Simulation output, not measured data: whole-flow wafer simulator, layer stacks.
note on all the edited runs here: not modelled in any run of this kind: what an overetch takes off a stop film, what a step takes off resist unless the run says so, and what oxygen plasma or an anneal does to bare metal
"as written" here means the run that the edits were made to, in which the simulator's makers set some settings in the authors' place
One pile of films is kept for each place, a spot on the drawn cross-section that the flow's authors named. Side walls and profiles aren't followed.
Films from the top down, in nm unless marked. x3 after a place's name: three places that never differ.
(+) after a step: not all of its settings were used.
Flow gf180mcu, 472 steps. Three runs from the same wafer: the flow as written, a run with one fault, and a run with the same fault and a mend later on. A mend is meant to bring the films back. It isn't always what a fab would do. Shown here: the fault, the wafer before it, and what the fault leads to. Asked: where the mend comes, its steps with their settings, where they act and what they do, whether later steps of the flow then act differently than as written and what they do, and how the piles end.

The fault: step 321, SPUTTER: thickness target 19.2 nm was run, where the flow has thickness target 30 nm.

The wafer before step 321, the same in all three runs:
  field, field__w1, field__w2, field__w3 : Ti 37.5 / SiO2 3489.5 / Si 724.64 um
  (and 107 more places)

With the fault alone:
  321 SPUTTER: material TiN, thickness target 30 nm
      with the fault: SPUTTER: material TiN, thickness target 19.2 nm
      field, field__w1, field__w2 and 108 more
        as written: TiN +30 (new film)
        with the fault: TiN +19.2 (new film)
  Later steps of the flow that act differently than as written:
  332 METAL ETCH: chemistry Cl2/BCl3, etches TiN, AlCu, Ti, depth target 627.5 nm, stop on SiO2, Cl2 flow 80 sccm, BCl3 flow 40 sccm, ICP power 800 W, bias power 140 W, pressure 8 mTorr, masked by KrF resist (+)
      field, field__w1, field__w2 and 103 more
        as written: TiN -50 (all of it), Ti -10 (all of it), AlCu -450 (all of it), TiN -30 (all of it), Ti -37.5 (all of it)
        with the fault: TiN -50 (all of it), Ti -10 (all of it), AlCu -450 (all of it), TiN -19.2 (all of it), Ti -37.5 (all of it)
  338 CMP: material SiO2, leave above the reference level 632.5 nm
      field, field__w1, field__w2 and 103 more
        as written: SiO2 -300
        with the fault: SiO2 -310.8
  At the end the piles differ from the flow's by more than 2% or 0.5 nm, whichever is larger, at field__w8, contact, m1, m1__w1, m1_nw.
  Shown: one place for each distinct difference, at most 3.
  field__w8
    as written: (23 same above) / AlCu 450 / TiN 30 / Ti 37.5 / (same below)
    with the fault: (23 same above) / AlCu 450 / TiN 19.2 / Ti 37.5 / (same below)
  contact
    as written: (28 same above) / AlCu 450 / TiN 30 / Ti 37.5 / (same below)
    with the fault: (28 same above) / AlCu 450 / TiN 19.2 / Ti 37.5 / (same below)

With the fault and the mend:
  The mend comes after step 321.
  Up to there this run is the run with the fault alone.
  321a SPUTTER: material TiN, thickness target 10.8 nm (the flow's step 321 once more, with other settings)
      field, field__w1, field__w2 and 108 more
        TiN +10.8
  No later step of the flow acts differently than as written at any place that is followed.
  At the end the piles are the same as the flow's at every place that both follow.
